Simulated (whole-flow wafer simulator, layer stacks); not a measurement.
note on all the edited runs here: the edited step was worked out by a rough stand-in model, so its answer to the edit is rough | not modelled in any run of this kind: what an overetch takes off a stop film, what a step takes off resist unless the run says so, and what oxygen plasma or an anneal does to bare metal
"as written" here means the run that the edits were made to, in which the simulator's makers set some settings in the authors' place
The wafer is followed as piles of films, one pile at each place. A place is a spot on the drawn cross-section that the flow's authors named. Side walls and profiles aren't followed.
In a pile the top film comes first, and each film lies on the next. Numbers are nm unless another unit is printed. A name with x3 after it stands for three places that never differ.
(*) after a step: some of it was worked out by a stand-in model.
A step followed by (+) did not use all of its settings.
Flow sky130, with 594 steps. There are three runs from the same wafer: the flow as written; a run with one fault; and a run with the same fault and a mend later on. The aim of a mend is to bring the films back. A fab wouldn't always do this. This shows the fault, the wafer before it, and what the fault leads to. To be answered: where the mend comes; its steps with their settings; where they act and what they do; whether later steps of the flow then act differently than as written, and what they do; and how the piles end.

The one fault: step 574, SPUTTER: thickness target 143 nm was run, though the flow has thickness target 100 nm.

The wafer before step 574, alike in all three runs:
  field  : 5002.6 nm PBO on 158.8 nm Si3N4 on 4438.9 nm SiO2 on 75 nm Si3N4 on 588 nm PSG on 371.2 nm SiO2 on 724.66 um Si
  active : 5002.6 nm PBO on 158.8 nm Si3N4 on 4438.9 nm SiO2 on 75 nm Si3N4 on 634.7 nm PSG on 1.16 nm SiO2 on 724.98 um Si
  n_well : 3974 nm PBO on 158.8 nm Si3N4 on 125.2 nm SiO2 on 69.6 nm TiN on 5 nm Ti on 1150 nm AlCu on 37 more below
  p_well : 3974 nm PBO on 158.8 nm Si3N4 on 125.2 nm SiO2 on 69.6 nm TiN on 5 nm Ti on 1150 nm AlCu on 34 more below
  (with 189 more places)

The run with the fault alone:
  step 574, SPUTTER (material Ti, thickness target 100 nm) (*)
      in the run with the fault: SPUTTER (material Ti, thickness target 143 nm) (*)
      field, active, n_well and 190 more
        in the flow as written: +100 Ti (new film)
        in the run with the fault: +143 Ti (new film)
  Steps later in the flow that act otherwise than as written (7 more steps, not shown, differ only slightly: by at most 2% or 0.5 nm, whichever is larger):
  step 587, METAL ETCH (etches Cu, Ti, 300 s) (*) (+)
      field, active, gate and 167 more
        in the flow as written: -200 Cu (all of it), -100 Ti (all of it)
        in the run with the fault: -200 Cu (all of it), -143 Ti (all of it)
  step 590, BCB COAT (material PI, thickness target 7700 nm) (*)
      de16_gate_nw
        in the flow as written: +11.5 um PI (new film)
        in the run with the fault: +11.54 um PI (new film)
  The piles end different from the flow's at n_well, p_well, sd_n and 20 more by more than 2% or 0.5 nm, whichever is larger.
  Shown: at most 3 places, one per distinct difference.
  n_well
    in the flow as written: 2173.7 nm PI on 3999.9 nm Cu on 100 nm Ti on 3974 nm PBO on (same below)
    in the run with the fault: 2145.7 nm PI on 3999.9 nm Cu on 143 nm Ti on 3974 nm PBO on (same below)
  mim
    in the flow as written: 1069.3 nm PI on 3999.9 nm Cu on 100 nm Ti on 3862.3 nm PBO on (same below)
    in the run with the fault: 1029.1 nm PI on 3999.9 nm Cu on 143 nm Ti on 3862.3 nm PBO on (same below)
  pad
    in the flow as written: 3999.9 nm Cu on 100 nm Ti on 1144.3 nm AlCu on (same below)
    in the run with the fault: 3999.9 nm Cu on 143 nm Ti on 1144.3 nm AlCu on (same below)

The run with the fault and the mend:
  The mend follows step 574.
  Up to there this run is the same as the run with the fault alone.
  step 574a, ETCH (chemistry CF4/O2, etches Si3N4, SiO2, TiN, Ti, depth target 43 nm) (the flow's step 554, run once more with other settings)
      field, active, n_well and 190 more
        -43 Ti
  Later steps of the flow that are run all act as written at every place that is followed, up to a difference of at most 2% or 0.5 nm, whichever is larger.
  By the end, the piles equal the flow's at every place that both follow.
